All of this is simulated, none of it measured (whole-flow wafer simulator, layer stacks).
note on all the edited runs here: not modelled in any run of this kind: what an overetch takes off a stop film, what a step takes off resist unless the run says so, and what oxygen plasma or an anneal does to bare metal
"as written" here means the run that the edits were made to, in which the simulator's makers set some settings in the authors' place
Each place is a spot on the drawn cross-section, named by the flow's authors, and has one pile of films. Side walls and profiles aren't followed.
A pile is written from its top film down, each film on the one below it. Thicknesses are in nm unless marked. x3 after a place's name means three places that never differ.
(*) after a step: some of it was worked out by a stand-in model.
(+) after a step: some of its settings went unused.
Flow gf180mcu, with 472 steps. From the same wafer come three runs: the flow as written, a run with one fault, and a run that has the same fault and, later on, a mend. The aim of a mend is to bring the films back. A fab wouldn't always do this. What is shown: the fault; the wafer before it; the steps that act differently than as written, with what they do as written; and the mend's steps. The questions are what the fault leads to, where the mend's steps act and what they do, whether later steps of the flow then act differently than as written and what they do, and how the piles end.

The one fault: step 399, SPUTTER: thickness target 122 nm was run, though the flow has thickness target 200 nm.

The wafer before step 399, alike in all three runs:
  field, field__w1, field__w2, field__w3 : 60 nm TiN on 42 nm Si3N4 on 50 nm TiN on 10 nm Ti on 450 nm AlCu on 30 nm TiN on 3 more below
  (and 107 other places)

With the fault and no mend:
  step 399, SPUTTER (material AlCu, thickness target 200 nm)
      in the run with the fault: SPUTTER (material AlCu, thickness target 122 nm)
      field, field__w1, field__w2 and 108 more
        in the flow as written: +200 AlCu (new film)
        in the run with the fault: +122 AlCu (new film)
  Steps further on in the flow that do not act as written (not shown: 3 more steps that differ only slightly, by at most 2% or 0.5 nm, whichever is larger):
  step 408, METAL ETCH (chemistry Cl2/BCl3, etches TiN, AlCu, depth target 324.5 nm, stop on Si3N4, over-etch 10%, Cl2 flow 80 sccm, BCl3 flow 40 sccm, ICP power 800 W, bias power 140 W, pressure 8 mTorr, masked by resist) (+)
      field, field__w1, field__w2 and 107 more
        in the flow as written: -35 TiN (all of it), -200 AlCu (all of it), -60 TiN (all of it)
        in the run with the fault: -35 TiN (all of it), -122 AlCu (all of it), -60 TiN (all of it)
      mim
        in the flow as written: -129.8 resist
        in the run with the fault: -95.5 resist
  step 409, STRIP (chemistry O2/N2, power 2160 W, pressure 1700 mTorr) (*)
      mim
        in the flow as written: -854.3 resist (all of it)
        in the run with the fault: -888.6 resist (all of it)
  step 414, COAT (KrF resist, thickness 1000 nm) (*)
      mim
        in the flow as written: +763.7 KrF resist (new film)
        in the run with the fault: +824 KrF resist (new film)
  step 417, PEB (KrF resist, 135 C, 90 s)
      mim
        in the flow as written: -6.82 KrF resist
        in the run with the fault: -7.78 KrF resist
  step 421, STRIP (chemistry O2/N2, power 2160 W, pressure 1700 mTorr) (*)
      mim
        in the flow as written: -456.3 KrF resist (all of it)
        in the run with the fault: -515.6 KrF resist (all of it)
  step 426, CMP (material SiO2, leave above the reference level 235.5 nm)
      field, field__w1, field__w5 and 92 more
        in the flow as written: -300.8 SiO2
        in the run with the fault: -378.8 SiO2
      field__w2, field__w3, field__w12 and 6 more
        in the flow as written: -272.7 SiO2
        in the run with the fault: -350.7 SiO2
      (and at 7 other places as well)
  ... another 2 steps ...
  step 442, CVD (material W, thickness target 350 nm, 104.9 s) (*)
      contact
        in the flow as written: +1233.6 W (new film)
        in the run with the fault: +1155 W (new film)
  By the end, the piles at field__w4, field__w8, contact, m1, m1__w1, mim, mim_1p0, m1_nw depart from the flow's by more than 2% or 0.5 nm, whichever is larger.
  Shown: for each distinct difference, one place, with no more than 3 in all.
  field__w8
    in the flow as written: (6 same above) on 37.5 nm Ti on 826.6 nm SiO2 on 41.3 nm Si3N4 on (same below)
    in the run with the fault: (6 same above) on 37.5 nm Ti on 748.6 nm SiO2 on 41.3 nm Si3N4 on (same below)
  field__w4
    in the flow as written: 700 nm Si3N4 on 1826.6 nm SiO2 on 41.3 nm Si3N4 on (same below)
    in the run with the fault: 700 nm Si3N4 on 1748.6 nm SiO2 on 41.3 nm Si3N4 on (same below)
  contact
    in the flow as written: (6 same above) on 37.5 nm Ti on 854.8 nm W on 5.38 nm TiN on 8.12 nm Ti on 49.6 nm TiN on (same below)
    in the run with the fault: (6 same above) on 37.5 nm Ti on 776.2 nm W on 5.63 nm TiN on 8.49 nm Ti on 49.6 nm TiN on (same below)

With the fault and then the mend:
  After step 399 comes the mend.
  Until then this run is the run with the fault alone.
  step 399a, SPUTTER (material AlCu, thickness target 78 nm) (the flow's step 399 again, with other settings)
      field, field__w1, field__w2 and 108 more
        +78 AlCu
  Every later step of the flow that is run acts as written at every place that is followed.
  By the end, the piles equal the flow's at every place that both follow.
